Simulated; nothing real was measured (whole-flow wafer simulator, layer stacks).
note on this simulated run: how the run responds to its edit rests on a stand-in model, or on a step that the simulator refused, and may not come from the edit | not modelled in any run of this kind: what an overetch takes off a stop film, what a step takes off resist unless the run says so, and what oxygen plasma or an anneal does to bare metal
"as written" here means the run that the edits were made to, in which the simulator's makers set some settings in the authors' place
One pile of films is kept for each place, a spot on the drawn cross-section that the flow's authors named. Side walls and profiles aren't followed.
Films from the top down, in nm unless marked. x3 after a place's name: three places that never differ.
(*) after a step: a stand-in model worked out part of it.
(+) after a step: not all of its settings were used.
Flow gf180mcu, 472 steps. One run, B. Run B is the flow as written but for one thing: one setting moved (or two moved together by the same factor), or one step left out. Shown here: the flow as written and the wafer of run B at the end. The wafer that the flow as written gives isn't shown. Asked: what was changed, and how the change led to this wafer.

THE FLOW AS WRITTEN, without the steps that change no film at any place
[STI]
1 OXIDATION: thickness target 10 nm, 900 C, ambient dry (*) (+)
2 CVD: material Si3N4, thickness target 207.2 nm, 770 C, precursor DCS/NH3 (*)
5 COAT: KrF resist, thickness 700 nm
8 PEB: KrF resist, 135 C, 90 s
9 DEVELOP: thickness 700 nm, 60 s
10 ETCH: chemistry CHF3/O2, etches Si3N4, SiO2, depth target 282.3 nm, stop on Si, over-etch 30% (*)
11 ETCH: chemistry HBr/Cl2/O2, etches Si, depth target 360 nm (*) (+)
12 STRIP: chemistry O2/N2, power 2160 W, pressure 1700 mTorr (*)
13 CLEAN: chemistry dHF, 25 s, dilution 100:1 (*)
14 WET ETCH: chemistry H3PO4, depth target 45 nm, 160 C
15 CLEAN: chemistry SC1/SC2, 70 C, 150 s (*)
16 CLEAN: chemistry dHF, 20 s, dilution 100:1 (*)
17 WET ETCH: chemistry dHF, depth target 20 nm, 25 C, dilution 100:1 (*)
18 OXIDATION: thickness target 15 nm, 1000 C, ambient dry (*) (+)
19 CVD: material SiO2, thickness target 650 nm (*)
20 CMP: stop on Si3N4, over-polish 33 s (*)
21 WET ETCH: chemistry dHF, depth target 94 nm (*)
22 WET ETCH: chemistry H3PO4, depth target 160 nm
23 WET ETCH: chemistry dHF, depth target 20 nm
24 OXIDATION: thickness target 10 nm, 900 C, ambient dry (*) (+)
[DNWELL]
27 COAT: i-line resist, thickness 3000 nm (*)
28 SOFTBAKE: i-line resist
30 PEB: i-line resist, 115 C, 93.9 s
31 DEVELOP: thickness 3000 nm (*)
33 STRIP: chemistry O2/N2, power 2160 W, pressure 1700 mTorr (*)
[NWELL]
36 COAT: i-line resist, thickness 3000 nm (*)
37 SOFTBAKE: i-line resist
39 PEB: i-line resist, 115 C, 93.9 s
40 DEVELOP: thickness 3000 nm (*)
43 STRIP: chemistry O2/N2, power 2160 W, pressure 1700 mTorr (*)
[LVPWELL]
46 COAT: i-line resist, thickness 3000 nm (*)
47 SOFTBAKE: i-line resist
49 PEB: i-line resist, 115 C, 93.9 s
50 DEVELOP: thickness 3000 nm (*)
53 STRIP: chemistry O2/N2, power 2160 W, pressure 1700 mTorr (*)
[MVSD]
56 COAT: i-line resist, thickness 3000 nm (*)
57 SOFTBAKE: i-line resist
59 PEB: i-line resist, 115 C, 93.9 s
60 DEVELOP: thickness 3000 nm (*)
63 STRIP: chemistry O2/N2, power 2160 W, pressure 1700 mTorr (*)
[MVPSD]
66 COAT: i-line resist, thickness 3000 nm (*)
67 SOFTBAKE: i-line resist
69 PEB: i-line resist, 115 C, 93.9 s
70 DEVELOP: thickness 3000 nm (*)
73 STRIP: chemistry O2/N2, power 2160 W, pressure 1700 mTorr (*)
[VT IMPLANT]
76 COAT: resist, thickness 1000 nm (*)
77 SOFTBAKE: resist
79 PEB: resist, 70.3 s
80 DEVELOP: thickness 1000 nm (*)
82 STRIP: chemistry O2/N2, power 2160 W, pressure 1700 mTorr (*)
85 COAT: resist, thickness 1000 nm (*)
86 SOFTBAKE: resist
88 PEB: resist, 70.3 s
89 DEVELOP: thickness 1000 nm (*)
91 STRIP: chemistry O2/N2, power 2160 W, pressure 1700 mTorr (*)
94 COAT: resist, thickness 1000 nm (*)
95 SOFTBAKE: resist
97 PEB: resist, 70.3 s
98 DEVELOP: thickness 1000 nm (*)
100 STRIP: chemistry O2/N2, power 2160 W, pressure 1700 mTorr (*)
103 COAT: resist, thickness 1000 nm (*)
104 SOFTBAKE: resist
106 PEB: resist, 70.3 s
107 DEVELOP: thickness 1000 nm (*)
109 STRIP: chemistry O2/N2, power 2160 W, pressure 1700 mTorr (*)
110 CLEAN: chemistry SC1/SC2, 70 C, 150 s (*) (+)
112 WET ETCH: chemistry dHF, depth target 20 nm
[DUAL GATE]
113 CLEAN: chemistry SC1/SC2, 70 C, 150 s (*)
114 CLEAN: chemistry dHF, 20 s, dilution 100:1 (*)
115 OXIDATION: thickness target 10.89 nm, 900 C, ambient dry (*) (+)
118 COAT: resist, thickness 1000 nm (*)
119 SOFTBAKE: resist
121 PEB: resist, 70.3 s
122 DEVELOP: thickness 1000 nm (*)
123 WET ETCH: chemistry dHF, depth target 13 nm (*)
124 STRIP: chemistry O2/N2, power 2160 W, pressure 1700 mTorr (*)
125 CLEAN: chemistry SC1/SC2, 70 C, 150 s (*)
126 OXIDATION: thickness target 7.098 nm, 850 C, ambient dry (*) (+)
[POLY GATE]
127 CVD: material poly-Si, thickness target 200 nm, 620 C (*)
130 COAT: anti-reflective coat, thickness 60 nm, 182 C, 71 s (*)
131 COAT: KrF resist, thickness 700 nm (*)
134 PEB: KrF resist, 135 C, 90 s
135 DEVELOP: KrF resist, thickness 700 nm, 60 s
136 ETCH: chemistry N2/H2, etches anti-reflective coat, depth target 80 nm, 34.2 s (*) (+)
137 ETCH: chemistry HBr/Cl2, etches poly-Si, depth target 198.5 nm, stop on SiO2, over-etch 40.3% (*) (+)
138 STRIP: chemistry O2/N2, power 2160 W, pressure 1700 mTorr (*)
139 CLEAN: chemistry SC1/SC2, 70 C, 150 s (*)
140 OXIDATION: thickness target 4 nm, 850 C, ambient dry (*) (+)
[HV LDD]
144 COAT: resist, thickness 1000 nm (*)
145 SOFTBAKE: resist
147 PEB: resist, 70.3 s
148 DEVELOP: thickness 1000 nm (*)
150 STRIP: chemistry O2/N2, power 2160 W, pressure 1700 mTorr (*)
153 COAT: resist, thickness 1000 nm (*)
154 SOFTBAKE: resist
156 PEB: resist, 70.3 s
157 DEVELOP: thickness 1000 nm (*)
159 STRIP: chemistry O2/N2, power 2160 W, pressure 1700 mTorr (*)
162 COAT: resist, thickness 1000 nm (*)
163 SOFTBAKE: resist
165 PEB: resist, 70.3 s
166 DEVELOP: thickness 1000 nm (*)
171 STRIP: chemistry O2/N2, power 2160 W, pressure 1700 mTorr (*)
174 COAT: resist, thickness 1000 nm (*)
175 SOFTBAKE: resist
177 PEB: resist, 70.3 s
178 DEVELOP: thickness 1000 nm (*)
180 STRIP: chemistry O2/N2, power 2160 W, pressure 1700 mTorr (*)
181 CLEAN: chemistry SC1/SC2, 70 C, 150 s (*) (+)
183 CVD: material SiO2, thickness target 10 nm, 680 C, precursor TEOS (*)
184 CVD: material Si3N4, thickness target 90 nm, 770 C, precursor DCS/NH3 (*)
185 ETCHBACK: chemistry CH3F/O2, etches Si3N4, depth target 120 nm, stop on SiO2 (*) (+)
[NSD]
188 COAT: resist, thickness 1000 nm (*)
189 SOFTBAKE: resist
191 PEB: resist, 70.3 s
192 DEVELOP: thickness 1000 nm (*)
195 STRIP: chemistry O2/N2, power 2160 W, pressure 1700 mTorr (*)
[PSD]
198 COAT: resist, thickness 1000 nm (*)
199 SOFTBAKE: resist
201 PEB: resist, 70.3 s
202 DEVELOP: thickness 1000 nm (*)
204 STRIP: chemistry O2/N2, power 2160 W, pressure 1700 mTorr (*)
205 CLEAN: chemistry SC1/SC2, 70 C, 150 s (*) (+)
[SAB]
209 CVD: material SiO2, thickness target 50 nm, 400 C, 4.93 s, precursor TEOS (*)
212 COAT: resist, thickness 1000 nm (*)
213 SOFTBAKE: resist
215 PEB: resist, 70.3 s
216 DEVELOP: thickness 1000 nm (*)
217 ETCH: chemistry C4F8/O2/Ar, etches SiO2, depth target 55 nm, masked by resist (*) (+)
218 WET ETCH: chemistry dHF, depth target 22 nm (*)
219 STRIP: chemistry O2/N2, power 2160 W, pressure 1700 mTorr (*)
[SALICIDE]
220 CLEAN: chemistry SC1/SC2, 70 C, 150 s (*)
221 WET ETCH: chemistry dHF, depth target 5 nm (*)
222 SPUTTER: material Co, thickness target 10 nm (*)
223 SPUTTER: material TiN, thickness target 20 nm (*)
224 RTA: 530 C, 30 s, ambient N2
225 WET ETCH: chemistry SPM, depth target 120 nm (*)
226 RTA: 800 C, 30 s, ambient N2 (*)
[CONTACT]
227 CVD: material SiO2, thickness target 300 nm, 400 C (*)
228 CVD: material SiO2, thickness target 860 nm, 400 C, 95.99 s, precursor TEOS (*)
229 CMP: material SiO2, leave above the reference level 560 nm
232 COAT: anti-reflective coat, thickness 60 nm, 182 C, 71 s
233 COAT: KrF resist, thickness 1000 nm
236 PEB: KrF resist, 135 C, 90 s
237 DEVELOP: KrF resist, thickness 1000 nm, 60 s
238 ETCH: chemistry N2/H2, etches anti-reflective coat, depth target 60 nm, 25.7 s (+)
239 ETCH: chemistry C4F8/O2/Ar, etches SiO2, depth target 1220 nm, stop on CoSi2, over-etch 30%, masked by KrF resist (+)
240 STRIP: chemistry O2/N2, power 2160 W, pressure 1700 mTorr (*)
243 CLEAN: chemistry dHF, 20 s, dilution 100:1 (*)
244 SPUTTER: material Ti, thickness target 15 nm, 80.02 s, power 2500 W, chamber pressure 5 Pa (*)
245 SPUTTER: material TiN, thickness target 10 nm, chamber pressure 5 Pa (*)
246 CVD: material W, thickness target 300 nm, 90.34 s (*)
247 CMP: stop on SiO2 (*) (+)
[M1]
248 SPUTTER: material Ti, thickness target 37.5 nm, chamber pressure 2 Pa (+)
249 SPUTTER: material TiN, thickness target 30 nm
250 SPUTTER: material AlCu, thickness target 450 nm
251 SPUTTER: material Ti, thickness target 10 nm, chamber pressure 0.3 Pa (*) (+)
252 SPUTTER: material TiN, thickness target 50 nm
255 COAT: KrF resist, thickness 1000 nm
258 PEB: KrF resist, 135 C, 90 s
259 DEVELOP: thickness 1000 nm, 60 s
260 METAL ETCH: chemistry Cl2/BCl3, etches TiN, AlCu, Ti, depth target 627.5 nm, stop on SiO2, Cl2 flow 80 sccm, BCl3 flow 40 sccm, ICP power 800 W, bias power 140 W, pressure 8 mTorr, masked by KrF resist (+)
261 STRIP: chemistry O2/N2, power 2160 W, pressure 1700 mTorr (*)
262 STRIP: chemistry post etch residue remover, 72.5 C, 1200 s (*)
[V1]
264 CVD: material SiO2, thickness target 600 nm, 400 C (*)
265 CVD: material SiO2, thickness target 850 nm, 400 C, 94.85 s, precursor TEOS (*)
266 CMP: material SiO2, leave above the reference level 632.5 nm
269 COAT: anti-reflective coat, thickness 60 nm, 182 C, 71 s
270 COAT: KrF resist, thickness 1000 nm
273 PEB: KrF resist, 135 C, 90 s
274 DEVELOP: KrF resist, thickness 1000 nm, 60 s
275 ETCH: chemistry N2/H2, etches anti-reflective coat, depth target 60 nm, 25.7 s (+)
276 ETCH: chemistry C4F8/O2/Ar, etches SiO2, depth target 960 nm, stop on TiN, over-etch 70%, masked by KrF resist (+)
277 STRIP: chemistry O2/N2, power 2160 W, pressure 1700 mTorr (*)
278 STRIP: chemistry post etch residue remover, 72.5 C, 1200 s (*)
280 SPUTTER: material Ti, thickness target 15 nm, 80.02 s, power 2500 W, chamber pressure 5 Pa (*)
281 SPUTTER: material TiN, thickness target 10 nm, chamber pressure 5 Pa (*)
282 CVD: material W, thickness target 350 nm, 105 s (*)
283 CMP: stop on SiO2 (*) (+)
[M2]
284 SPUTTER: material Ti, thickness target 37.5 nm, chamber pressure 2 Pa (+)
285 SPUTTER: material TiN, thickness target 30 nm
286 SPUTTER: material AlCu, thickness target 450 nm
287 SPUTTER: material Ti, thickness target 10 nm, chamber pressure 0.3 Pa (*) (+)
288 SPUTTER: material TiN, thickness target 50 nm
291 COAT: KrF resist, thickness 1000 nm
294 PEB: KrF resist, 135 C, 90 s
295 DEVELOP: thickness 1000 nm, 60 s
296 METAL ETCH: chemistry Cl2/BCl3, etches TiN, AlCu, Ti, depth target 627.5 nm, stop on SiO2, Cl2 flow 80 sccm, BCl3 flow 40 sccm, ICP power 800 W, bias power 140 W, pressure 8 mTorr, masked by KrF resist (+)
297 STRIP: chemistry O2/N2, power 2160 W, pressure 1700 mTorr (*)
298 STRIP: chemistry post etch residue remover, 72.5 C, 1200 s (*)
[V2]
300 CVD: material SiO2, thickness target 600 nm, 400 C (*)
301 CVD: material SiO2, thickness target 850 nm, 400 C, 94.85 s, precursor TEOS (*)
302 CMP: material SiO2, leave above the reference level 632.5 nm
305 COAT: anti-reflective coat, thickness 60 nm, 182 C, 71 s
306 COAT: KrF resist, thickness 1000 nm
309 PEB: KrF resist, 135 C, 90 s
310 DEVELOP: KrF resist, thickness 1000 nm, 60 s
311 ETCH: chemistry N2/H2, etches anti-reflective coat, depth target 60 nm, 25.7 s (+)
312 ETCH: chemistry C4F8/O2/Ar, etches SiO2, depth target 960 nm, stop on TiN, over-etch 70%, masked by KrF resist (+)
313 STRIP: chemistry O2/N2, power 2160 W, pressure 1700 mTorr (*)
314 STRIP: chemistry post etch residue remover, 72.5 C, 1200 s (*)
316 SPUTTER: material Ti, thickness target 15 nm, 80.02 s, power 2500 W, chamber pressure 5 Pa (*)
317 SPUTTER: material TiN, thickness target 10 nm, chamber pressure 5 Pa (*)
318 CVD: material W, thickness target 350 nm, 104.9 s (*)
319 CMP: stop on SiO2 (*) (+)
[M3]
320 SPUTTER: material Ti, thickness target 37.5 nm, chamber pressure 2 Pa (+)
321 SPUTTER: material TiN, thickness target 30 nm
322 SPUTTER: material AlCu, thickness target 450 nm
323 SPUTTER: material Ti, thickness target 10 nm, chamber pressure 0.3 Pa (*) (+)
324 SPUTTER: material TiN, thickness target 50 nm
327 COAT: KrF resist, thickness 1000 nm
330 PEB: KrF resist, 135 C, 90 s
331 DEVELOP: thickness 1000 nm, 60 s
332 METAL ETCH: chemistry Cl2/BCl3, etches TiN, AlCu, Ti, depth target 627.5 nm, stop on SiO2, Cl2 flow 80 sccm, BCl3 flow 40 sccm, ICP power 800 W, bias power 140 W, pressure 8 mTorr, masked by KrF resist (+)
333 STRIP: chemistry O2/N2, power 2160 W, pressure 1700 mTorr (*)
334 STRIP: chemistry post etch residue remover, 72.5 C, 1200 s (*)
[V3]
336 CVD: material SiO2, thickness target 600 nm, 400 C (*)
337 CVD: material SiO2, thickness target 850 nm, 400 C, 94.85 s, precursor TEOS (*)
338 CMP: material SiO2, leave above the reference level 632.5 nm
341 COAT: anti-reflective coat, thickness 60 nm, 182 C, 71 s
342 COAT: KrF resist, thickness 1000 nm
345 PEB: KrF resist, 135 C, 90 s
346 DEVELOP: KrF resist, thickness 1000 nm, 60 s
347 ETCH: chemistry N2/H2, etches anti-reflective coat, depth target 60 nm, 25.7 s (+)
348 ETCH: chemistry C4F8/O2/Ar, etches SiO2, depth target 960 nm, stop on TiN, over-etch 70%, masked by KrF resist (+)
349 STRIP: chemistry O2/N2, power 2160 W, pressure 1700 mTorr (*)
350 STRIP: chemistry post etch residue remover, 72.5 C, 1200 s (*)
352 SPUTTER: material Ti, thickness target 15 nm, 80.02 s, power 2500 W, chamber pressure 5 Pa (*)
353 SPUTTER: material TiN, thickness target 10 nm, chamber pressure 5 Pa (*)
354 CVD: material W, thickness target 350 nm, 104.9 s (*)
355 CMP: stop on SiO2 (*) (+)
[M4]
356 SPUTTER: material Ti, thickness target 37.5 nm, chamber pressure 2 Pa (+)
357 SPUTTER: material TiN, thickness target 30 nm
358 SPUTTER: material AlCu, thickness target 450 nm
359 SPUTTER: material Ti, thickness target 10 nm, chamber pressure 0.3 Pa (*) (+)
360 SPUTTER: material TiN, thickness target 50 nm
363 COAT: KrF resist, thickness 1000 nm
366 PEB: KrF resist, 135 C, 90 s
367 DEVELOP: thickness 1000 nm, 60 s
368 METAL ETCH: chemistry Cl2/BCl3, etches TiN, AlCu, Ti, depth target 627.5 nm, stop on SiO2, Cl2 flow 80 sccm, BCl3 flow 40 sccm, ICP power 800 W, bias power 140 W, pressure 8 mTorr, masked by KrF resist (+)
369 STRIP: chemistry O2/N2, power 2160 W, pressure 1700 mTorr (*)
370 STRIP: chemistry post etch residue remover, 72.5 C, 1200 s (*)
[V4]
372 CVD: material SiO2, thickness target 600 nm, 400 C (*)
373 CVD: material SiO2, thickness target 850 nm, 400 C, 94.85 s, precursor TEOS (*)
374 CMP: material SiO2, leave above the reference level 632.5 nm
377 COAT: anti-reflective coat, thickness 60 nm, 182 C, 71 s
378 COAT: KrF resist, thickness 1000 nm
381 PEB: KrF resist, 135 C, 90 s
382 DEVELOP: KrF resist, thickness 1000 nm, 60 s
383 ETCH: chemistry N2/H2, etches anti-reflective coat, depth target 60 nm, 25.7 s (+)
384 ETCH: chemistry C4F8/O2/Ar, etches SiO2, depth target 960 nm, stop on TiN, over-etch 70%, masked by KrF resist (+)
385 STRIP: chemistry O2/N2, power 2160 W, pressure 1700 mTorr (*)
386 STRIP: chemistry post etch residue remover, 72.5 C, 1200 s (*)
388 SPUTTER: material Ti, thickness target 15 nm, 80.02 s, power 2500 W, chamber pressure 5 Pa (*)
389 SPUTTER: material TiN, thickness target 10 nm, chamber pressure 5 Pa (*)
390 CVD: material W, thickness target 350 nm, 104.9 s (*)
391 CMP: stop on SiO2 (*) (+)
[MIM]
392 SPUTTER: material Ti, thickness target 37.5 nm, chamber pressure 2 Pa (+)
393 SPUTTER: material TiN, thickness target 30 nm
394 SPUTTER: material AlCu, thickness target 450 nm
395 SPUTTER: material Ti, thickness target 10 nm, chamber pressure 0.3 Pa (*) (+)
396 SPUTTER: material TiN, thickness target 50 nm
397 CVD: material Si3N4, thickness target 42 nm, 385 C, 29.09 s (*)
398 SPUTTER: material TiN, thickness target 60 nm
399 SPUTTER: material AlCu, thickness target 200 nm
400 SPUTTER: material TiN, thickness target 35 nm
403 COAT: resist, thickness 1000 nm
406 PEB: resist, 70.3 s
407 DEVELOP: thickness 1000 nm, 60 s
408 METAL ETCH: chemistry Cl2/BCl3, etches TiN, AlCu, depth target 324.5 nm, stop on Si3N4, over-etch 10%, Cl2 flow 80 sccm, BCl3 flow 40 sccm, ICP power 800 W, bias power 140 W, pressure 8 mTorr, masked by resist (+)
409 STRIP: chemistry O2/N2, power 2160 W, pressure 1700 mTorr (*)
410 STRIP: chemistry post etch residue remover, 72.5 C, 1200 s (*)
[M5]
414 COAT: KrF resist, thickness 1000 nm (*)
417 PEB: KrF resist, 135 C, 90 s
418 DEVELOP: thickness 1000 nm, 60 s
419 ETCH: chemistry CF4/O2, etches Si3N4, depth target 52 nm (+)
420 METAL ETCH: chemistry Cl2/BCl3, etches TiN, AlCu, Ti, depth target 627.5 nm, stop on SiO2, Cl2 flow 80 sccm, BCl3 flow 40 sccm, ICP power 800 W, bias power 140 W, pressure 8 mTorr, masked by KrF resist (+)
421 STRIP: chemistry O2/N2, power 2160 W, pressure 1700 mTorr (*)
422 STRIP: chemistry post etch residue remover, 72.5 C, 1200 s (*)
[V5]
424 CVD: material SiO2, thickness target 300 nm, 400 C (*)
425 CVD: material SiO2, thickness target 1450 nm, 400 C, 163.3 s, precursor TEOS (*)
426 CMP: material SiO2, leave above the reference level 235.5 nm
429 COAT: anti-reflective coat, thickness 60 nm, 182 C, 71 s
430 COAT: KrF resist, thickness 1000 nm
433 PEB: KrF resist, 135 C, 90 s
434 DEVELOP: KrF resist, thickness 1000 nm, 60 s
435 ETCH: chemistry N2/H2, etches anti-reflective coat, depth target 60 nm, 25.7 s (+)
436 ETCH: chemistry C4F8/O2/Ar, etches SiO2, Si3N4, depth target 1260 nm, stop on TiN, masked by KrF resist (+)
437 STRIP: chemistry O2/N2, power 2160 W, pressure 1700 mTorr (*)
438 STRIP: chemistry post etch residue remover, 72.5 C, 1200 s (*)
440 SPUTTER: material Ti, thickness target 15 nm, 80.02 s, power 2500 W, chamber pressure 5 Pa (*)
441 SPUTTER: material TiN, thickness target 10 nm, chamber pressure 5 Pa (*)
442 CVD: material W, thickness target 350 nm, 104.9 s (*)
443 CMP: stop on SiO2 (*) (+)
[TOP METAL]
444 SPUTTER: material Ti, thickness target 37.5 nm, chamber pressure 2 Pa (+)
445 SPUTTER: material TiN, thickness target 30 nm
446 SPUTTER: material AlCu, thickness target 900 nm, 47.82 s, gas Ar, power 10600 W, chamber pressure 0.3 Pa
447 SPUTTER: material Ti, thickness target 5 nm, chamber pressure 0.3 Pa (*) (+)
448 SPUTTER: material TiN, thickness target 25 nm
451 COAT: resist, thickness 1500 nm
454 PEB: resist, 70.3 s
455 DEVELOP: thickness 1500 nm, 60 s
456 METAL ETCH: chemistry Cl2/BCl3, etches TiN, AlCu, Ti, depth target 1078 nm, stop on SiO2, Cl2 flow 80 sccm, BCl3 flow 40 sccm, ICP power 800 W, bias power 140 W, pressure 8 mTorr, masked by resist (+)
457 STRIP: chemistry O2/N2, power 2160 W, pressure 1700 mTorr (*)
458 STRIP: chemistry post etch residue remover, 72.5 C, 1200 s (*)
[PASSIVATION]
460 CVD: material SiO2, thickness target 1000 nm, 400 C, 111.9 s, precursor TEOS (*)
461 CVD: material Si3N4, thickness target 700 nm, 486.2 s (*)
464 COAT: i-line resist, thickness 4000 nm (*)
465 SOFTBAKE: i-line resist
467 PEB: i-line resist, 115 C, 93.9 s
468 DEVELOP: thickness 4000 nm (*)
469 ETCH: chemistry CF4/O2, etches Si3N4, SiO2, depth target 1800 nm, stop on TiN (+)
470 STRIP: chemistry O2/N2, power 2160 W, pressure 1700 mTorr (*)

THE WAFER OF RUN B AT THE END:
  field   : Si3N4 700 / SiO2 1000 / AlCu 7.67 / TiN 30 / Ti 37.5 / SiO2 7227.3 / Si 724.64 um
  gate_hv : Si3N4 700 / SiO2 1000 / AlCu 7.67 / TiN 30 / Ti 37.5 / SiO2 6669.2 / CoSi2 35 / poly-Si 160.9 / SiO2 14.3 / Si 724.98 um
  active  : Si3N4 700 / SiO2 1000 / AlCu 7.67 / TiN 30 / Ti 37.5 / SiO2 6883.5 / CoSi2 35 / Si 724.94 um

The cause: step 446, SPUTTER: 56.19 s was run, where the flow has 47.82 s.

How the change led to this, step by step:
  446 SPUTTER: material AlCu, thickness target 900 nm, 47.82 s, gas Ar, power 10600 W, chamber pressure 0.3 Pa
      field, field__w1, field__w2 and 109 more: AlCu +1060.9 (new film) (as written it would be: AlCu +900 (new film))
  456 METAL ETCH: chemistry Cl2/BCl3, etches TiN, AlCu, Ti, depth target 1078 nm, stop on SiO2, Cl2 flow 80 sccm, BCl3 flow 40 sccm, ICP power 800 W, bias power 140 W, pressure 8 mTorr, masked by resist (+)
      field, field__w1, field__w2 and 103 more: TiN -25 (all of it), Ti -5 (all of it), AlCu -1047.5 (as written it would be: TiN -25 (all of it), Ti -5 (all of it), AlCu -900 (all of it), TiN -30 (all of it), Ti -37.5 (all of it))
  458 STRIP: chemistry post etch residue remover, 72.5 C, 1200 s (*)
      field, field__w1, field__w2 and 103 more: AlCu -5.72 (as written it would be: nothing)
  460 CVD: material SiO2, thickness target 1000 nm, 400 C, 111.9 s, precursor TEOS (*)
      field, field__w1, field__w2 and 103 more: SiO2 +1000 (new film) (as written it would be: SiO2 +1000)
  464 COAT: i-line resist, thickness 4000 nm (*)
      field__w8: i-line resist +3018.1 (new film) (as written it would be: i-line resist +3093.1 (new film))
      contact: i-line resist +3059.2 (new film) (as written it would be: i-line resist +3153.6 (new film))
      (and at 4 more places)
  465 SOFTBAKE: i-line resist
      ld_acc_p, ld_fp_p, ld_drift_p: i-line resist +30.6 (as written it would be: i-line resist +33.8)
      field__w1: i-line resist -16 (as written it would be: i-line resist -14.6)
      (and at 56 more places)
  467 PEB: i-line resist, 115 C, 93.9 s
      field__w8, m1__w1: i-line resist -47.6 (as written it would be: i-line resist -49.2)
      contact, m1: i-line resist -47.9 (as written it would be: i-line resist -49.6)
      (and at 2 more places)
  468 DEVELOP: thickness 4000 nm (*)
      pad: i-line resist -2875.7 (all of it) (as written it would be: i-line resist -2960.4 (all of it))
  470 STRIP: chemistry O2/N2, power 2160 W, pressure 1700 mTorr (*)
      field__w8: i-line resist -1694 (all of it) (as written it would be: i-line resist -1775.9 (all of it))
      contact: i-line resist -1709.2 (all of it) (as written it would be: i-line resist -1798.3 (all of it))
      (and at 3 more places)
Counting metal films that touch as one body, field has 1 body; the flow as written gives 0 bodies.
Counting metal films that touch as one body, gate_hv has 2 bodies (between them, from the top down: SiO2 6669.2); the flow as written gives 1 body.
Counting metal films that touch as one body, active has 2 bodies (between them, from the top down: SiO2 6883.5); the flow as written gives 1 body.
